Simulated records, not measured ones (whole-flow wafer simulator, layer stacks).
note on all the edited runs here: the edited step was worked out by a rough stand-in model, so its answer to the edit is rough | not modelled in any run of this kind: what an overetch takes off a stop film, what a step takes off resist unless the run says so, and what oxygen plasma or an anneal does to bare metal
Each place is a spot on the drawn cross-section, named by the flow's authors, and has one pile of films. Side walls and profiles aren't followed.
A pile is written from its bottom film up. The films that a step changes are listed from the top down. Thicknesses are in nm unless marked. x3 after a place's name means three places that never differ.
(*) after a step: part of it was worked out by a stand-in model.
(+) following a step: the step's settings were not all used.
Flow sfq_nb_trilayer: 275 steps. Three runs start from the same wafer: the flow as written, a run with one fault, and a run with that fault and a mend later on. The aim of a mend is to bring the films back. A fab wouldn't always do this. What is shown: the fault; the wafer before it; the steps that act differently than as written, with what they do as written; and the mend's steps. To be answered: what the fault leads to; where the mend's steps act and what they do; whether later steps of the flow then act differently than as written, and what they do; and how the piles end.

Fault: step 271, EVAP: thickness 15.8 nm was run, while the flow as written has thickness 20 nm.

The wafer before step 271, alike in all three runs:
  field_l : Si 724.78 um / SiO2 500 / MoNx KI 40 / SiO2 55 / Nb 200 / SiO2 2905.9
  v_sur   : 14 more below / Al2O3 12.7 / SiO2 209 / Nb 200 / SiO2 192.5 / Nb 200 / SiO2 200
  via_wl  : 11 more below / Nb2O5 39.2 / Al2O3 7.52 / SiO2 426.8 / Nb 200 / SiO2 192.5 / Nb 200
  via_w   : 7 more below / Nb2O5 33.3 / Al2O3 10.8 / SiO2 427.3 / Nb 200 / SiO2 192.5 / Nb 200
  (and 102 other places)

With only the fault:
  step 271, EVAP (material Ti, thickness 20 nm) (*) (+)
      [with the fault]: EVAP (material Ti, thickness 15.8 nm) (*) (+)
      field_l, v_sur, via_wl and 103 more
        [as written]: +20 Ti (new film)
        [with the fault]: +15.8 Ti (new film)
  Later steps of the flow acting differently than as written:
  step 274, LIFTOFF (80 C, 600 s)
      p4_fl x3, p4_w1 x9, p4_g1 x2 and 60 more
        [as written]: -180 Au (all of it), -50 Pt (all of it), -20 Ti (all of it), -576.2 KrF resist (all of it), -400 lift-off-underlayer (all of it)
        [with the fault]: -180 Au (all of it), -50 Pt (all of it), -15.8 Ti (all of it), -576.2 KrF resist (all of it), -400 lift-off-underlayer (all of it)
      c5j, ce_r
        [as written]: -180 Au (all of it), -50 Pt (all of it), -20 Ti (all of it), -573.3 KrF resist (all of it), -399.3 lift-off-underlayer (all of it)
        [with the fault]: -180 Au (all of it), -50 Pt (all of it), -15.8 Ti (all of it), -573.3 KrF resist (all of it), -399.3 lift-off-underlayer (all of it)
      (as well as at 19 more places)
  The piles end different from the flow's at field_l, v_sur, via_wl and 8 more by more than 2% or 0.5 nm, whichever is larger.
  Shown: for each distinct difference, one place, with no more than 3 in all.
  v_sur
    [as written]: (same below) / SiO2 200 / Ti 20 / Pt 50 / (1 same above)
    [with the fault]: (same below) / SiO2 200 / Ti 15.8 / Pt 50 / (1 same above)
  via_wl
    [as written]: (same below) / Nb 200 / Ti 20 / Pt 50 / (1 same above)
    [with the fault]: (same below) / Nb 200 / Ti 15.8 / Pt 50 / (1 same above)
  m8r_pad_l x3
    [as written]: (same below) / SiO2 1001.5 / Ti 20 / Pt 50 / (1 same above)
    [with the fault]: (same below) / SiO2 1001.5 / Ti 15.8 / Pt 50 / (1 same above)

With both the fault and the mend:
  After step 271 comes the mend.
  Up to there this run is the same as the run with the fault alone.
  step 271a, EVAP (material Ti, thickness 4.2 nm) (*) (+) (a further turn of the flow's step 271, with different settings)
      field_l, v_sur, via_wl and 103 more
        +4.2 Ti
  None of the later steps of the flow acts differently than as written at any place that is followed.
  The piles end the same as the flow's at every place that both follow.
